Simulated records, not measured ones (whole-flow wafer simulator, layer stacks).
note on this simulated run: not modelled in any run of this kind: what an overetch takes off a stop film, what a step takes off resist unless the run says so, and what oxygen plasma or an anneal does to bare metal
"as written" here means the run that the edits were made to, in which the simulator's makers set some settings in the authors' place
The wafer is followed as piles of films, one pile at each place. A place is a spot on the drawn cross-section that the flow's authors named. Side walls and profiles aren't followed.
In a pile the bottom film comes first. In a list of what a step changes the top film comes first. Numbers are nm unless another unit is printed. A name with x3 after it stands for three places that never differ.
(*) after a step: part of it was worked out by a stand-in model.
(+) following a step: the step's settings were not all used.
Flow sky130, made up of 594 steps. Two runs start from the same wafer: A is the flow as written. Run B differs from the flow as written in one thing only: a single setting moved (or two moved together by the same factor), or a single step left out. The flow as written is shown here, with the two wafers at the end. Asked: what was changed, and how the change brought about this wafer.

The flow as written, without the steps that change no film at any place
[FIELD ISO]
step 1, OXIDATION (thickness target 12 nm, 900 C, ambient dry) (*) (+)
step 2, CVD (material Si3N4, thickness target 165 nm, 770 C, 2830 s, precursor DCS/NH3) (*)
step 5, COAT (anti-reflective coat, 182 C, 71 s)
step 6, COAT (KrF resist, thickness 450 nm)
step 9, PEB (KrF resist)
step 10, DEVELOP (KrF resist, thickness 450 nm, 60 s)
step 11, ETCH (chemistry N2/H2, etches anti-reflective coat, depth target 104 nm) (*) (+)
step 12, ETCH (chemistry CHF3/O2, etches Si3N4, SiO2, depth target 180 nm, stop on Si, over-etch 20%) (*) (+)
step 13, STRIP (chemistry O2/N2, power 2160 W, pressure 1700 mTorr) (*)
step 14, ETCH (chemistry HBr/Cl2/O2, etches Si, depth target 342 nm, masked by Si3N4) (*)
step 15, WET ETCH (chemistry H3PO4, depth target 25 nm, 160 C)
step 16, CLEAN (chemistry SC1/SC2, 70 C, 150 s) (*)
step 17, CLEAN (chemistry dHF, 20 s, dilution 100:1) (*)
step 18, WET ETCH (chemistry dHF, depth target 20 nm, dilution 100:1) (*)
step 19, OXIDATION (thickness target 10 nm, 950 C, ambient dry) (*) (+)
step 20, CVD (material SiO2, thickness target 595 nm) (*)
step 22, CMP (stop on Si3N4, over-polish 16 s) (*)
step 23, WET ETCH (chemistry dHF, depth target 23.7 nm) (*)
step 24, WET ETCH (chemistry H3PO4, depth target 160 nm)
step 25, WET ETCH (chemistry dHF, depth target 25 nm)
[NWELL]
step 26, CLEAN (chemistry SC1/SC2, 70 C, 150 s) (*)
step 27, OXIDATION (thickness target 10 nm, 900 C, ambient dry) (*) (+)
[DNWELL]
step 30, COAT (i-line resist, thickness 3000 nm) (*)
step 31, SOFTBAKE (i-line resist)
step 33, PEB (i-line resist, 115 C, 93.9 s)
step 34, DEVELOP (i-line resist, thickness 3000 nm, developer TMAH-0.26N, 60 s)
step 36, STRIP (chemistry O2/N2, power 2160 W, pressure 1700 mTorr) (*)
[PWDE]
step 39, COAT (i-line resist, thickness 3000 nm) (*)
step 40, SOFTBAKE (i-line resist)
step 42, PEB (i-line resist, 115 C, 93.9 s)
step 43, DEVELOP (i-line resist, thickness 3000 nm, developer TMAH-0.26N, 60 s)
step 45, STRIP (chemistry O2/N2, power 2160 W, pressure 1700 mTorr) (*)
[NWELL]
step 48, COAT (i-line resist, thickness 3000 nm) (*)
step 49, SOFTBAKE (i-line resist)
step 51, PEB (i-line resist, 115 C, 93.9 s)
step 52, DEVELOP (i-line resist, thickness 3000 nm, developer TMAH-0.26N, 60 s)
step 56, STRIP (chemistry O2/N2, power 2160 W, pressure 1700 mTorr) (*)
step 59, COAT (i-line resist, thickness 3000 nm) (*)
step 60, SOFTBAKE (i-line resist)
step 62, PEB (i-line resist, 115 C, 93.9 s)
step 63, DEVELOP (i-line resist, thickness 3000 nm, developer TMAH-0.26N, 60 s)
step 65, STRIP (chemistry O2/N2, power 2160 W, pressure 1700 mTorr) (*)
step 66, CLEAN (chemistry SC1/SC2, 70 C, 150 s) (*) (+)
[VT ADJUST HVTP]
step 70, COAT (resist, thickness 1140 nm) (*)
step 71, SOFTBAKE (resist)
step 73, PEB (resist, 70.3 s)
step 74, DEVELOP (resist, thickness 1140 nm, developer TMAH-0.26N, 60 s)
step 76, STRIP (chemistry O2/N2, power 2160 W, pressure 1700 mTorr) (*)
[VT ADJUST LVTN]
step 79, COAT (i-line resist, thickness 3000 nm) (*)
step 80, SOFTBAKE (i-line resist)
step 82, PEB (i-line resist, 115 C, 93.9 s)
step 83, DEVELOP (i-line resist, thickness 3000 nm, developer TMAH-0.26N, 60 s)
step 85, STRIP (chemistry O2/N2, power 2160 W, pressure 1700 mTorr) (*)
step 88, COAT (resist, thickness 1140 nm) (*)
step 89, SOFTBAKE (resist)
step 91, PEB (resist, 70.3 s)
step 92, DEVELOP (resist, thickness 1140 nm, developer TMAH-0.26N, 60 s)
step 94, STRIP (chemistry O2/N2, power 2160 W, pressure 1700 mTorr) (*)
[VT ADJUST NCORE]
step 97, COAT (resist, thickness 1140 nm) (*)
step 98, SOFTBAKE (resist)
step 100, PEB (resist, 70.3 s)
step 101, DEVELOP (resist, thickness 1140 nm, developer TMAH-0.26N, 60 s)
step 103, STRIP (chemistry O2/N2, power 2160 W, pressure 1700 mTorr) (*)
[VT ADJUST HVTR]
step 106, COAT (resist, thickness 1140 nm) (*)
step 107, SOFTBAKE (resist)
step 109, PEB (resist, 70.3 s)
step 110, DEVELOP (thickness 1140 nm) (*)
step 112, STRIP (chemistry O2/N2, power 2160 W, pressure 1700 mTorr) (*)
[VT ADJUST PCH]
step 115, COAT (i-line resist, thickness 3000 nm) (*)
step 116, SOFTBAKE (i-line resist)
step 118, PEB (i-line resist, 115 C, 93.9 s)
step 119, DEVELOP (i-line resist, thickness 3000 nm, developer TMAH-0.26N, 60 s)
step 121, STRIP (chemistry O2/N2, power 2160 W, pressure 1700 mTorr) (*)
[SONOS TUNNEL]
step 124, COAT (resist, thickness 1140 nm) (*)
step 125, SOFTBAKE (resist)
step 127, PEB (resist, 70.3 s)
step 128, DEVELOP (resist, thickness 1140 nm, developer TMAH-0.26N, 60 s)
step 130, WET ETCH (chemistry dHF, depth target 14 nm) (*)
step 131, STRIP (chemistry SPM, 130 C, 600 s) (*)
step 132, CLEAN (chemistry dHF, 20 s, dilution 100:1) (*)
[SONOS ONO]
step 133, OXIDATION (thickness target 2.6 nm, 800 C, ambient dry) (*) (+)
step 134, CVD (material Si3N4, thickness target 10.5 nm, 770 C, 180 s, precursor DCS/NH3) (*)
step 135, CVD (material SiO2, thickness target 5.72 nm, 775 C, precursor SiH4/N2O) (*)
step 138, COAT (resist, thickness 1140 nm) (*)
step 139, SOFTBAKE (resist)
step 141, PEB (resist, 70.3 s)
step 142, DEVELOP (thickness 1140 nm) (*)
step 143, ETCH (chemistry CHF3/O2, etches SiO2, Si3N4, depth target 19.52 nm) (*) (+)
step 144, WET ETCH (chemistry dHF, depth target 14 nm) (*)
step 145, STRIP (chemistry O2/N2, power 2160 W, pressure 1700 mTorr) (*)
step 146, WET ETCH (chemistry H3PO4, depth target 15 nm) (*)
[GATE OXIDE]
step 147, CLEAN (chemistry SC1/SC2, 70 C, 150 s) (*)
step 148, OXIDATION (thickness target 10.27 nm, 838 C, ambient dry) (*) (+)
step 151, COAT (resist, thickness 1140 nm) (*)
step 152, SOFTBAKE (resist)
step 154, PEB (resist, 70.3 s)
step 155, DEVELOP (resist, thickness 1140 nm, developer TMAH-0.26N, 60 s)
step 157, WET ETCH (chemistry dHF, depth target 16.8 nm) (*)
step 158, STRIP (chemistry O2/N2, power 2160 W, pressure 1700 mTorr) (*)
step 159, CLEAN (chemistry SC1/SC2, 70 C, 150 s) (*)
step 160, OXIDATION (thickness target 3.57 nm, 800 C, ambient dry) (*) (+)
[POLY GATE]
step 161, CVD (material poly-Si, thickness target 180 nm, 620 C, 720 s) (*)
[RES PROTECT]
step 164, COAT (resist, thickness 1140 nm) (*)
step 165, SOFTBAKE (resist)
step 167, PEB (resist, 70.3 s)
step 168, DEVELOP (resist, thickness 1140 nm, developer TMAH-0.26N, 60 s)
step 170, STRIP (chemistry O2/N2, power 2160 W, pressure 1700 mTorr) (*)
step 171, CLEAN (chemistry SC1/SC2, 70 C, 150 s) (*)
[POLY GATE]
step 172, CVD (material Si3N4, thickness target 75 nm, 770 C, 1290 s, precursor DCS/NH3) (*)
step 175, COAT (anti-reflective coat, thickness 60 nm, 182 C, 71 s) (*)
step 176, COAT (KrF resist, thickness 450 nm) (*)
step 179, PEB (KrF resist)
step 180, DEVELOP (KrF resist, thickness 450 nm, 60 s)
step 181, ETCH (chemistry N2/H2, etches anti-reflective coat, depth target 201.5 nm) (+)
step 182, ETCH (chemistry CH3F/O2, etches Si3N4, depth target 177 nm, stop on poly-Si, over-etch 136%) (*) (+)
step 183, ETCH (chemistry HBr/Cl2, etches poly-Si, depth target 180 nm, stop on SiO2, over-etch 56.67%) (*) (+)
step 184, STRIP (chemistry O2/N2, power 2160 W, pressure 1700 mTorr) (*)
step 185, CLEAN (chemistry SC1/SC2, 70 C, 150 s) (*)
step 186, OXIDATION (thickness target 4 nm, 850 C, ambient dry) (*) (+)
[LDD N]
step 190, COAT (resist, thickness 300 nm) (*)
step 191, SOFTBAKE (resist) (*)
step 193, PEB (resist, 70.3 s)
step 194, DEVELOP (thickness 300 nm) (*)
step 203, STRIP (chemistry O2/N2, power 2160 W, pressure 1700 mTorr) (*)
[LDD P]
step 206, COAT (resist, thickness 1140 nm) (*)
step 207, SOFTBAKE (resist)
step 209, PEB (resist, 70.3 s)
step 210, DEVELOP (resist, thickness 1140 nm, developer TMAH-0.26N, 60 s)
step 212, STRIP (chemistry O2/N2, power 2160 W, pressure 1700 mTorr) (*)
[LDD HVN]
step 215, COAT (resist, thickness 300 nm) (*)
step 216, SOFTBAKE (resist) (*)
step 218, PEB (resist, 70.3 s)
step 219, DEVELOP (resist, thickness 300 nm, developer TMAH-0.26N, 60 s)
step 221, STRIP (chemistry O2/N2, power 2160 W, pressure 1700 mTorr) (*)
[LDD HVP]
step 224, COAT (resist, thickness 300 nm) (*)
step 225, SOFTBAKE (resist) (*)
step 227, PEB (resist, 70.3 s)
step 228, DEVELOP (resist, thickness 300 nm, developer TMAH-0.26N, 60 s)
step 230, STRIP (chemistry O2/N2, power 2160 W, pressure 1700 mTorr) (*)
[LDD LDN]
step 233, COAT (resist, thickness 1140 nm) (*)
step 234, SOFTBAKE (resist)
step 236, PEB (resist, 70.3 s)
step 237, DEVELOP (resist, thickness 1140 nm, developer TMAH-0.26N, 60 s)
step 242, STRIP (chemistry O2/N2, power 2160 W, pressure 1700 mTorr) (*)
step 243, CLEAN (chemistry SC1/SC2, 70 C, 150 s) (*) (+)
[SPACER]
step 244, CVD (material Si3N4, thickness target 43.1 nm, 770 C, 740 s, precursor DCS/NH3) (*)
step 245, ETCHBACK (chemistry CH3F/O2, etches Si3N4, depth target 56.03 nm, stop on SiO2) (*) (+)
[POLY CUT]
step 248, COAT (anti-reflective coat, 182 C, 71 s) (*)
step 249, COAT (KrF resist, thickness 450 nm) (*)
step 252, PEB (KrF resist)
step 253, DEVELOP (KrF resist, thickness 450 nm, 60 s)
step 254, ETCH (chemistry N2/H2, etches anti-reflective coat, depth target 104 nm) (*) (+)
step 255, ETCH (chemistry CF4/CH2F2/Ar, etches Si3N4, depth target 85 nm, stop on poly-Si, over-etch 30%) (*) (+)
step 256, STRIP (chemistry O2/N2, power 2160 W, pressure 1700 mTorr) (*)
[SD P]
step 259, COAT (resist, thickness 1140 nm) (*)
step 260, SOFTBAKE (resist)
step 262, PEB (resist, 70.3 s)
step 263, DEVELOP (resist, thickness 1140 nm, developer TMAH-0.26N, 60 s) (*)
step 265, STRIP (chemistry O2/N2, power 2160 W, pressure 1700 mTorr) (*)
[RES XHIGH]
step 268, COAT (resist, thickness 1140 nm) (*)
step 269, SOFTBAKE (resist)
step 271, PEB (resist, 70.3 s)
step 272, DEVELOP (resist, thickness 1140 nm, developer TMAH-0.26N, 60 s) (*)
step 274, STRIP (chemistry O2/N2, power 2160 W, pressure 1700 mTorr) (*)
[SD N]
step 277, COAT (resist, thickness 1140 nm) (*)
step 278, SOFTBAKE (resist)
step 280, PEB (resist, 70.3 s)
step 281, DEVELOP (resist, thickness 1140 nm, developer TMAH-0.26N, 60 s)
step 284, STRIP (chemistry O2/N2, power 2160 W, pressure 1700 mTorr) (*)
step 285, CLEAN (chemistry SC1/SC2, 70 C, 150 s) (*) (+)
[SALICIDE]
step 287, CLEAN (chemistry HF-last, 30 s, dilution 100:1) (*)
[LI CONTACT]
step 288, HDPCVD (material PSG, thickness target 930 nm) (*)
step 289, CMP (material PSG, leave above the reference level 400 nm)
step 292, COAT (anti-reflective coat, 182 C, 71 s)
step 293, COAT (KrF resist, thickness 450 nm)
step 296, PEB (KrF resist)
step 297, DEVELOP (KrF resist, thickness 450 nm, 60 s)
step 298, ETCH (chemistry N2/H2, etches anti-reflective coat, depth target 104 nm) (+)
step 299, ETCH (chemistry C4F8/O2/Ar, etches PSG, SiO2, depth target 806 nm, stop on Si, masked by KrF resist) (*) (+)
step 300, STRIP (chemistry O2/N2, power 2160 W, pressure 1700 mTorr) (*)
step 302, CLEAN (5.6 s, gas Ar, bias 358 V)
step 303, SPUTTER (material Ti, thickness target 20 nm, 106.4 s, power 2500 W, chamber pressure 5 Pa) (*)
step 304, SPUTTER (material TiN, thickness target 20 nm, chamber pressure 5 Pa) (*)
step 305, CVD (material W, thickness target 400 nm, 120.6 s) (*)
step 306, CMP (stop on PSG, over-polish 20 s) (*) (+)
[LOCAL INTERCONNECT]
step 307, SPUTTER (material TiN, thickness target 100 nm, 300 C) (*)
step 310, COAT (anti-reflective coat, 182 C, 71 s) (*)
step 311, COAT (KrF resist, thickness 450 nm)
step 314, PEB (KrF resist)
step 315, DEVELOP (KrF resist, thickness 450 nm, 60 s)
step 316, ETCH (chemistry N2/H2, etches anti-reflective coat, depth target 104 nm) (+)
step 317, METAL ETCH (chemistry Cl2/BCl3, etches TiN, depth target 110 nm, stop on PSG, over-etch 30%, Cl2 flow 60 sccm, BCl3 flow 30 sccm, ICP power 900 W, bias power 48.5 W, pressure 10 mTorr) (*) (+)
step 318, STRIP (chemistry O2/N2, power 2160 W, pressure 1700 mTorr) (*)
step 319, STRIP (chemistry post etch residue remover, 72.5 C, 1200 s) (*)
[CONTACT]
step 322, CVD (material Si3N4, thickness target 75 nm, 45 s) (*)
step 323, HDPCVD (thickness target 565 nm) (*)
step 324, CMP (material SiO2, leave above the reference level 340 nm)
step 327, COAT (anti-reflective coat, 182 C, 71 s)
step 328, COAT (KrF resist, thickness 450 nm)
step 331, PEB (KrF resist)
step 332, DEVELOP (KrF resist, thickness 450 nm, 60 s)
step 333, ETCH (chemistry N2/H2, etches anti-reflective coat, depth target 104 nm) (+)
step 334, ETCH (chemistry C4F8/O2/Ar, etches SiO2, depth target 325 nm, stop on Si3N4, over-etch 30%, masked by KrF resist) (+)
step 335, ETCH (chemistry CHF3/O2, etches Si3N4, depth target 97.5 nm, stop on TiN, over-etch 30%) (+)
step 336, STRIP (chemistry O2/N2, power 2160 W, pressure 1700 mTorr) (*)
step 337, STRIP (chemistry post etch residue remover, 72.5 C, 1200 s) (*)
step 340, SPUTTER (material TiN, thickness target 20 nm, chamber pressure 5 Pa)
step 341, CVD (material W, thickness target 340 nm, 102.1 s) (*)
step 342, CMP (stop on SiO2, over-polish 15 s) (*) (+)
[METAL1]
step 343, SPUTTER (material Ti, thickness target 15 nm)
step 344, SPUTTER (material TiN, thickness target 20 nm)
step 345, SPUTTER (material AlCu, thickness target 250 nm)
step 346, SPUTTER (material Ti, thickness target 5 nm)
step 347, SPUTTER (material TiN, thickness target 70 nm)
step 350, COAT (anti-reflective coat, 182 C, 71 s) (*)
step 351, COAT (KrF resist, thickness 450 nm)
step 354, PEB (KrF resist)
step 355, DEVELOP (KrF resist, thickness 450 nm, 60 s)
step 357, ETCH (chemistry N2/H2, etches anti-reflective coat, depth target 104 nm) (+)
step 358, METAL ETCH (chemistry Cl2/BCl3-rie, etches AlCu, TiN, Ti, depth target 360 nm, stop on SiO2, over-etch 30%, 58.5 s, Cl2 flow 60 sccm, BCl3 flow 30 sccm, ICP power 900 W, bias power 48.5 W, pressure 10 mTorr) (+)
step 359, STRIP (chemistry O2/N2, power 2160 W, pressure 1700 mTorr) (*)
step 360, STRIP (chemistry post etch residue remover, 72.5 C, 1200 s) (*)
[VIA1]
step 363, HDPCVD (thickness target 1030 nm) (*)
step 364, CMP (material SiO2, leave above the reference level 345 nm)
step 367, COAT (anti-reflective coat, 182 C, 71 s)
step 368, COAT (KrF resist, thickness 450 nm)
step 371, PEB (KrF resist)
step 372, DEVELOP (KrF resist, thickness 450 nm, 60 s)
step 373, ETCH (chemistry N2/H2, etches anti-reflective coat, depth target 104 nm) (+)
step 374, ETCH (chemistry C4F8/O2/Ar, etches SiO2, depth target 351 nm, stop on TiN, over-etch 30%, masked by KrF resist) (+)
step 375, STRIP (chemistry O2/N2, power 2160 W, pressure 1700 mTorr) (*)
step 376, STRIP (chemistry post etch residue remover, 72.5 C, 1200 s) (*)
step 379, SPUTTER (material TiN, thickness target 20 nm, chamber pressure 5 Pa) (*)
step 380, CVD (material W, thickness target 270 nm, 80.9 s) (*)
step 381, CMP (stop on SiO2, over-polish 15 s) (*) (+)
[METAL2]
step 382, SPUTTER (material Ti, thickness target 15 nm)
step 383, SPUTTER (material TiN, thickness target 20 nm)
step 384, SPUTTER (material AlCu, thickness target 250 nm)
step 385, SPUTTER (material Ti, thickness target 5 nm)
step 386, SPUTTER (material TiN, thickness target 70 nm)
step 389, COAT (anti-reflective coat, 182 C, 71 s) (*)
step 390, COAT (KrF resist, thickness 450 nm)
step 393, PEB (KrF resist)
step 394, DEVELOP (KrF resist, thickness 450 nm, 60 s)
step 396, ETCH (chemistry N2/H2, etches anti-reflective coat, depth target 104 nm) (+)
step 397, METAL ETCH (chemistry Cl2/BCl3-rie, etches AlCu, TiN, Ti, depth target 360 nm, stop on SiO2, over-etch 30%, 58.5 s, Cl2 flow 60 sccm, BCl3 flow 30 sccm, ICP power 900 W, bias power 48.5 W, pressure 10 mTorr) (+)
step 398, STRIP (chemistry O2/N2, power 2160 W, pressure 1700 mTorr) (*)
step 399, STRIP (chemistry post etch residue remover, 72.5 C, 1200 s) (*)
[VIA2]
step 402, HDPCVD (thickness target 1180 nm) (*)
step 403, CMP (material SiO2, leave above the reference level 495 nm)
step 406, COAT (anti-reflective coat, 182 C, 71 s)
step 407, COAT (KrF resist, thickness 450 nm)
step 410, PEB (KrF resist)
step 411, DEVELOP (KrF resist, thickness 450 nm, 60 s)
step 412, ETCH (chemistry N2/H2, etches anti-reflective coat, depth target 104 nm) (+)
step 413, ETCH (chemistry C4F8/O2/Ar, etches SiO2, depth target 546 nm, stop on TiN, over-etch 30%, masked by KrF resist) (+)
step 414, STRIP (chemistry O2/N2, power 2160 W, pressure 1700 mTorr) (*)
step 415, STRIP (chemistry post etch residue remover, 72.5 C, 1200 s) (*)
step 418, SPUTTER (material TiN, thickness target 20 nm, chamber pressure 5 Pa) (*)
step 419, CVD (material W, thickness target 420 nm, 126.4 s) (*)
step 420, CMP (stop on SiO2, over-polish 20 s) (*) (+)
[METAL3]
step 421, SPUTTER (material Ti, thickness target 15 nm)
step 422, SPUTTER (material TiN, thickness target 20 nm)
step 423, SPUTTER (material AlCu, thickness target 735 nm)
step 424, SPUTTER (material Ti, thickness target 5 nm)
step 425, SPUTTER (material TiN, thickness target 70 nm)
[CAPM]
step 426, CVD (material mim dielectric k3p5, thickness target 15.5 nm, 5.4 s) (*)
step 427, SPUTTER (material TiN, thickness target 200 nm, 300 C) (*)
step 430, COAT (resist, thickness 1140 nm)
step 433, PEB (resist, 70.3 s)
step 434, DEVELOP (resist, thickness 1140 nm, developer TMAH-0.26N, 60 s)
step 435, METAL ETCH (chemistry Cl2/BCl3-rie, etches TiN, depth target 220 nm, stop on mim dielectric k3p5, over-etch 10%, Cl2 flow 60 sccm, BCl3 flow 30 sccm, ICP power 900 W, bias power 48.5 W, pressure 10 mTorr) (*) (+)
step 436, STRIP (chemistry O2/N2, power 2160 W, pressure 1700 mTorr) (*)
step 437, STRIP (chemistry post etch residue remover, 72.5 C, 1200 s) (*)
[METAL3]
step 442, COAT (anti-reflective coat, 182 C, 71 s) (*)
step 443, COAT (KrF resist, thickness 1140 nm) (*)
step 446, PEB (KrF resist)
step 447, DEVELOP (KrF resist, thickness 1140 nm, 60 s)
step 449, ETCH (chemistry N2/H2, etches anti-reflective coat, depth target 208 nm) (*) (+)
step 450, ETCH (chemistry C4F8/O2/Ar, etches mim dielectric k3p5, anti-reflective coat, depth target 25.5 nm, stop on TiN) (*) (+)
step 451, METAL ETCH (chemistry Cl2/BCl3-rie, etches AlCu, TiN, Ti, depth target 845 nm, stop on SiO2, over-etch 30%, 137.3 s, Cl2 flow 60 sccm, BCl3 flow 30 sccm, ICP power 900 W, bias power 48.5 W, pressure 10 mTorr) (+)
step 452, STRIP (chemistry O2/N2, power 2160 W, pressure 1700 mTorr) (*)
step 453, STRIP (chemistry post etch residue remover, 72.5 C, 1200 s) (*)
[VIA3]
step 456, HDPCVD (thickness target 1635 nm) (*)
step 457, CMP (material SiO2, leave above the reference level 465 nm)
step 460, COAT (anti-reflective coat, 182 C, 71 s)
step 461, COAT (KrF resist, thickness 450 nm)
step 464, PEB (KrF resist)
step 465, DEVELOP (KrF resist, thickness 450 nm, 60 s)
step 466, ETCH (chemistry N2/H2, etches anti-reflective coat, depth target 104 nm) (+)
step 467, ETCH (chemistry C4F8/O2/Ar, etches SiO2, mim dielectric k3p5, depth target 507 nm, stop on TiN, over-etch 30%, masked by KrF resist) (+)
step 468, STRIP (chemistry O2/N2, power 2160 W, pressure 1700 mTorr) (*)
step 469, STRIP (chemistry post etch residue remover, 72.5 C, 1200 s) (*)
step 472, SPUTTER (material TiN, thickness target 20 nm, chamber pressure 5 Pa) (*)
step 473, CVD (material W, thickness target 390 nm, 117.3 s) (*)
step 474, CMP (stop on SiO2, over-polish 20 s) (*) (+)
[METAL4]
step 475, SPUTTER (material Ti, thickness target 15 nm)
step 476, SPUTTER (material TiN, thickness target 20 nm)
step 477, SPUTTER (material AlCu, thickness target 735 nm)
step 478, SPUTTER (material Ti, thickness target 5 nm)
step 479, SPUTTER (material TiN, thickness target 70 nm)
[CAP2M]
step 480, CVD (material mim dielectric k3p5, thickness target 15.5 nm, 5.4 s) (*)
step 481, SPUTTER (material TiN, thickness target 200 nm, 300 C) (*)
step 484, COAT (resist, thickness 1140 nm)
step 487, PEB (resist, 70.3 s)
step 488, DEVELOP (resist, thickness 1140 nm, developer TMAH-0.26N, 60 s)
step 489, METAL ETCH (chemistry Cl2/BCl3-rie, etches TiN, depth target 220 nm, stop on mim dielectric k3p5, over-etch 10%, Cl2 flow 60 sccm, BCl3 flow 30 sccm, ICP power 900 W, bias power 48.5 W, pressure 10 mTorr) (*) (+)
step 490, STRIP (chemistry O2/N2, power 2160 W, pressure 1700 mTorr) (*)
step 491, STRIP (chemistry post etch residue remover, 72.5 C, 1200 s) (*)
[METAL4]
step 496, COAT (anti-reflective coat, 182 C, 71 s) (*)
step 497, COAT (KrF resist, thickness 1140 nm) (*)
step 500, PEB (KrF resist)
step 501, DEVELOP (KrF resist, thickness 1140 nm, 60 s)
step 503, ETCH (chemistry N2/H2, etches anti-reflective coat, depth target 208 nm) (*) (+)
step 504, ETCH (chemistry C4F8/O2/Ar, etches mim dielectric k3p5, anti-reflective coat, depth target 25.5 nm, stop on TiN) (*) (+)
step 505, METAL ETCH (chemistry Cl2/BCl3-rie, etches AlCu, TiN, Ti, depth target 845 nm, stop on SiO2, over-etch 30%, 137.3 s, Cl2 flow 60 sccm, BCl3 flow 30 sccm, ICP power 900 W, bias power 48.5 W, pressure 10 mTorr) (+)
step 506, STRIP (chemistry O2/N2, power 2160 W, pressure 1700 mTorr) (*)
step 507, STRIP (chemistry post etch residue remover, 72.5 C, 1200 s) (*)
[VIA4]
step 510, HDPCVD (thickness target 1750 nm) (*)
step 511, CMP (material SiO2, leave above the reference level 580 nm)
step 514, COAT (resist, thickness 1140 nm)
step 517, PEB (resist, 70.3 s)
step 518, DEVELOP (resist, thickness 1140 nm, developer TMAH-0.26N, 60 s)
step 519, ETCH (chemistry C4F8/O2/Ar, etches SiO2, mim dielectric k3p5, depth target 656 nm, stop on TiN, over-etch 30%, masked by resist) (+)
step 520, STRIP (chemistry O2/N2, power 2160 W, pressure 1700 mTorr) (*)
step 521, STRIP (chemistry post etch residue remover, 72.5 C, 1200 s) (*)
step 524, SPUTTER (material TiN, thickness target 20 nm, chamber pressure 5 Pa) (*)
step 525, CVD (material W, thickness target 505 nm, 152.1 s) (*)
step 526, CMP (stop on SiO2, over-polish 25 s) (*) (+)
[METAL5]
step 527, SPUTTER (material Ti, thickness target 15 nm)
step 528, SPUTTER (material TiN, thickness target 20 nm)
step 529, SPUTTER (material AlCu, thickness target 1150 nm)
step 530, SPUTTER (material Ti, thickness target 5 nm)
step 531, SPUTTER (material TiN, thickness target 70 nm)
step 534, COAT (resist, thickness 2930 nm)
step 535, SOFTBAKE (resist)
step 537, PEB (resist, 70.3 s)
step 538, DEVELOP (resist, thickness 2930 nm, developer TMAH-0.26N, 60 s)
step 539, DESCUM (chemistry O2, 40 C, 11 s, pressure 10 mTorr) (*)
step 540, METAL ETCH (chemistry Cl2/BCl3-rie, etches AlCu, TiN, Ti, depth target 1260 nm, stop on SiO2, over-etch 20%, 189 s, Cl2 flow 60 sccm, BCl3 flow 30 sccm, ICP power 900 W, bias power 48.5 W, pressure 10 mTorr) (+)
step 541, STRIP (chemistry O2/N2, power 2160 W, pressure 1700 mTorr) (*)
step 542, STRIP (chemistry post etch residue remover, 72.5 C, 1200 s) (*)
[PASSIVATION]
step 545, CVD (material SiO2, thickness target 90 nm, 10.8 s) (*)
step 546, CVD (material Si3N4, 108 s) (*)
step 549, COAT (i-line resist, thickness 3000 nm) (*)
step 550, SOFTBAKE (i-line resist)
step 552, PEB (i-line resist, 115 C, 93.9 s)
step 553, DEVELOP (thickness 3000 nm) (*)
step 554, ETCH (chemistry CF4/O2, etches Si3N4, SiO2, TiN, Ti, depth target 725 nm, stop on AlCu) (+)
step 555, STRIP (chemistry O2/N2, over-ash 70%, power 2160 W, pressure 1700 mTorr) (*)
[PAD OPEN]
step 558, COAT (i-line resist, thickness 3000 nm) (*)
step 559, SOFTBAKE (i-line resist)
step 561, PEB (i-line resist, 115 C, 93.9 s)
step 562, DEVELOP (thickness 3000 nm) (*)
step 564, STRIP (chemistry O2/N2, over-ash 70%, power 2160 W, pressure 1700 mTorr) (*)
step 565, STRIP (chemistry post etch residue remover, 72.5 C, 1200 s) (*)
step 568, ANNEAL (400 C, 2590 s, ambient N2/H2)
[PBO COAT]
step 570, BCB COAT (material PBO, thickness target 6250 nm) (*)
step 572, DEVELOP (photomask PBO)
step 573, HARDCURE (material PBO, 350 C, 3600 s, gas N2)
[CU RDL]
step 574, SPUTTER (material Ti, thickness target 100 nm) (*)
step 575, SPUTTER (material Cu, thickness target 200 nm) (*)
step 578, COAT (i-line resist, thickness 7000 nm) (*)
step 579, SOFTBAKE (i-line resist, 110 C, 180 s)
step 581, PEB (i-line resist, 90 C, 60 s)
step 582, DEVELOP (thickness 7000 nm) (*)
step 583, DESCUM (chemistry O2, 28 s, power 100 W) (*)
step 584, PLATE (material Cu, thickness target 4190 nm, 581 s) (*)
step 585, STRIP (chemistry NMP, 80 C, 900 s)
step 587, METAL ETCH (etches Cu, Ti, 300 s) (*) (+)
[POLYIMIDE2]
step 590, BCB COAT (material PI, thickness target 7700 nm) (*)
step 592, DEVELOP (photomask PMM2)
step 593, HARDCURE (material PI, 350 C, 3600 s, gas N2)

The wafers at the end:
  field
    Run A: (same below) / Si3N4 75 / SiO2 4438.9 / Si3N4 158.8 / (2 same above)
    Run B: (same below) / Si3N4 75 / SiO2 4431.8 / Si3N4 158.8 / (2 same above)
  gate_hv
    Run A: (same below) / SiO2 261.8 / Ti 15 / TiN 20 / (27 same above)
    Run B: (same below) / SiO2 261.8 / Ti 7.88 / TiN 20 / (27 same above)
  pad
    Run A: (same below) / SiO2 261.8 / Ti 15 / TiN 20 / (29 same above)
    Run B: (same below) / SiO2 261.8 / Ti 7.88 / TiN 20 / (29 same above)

Cause: step 343, SPUTTER: thickness target 7.88 nm was run, though the flow has thickness target 15 nm.
The wafer itself shows it: gate_hv has Ti 7.88, and step 343 as written asks for 15 nm.

The path from the change to this, step by step:
  step 343, SPUTTER (material Ti, thickness target 15 nm)
      field, active, n_well and 188 more: A +15 Ti (new film) | B +7.88 Ti (new film)
  step 358, METAL ETCH (chemistry Cl2/BCl3-rie, etches AlCu, TiN, Ti, depth target 360 nm, stop on SiO2, over-etch 30%, 58.5 s, Cl2 flow 60 sccm, BCl3 flow 30 sccm, ICP power 900 W, bias power 48.5 W, pressure 10 mTorr) (+)
      field, active, gate and 81 more: A -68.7 TiN (all of it), -5 Ti (all of it), -250 AlCu (all of it), -20 TiN (all of it), -15 Ti (all of it), -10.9 SiO2 | B -68.7 TiN (all of it), -5 Ti (all of it), -250 AlCu (all of it), -20 TiN (all of it), -7.88 Ti (all of it), -11.6 SiO2
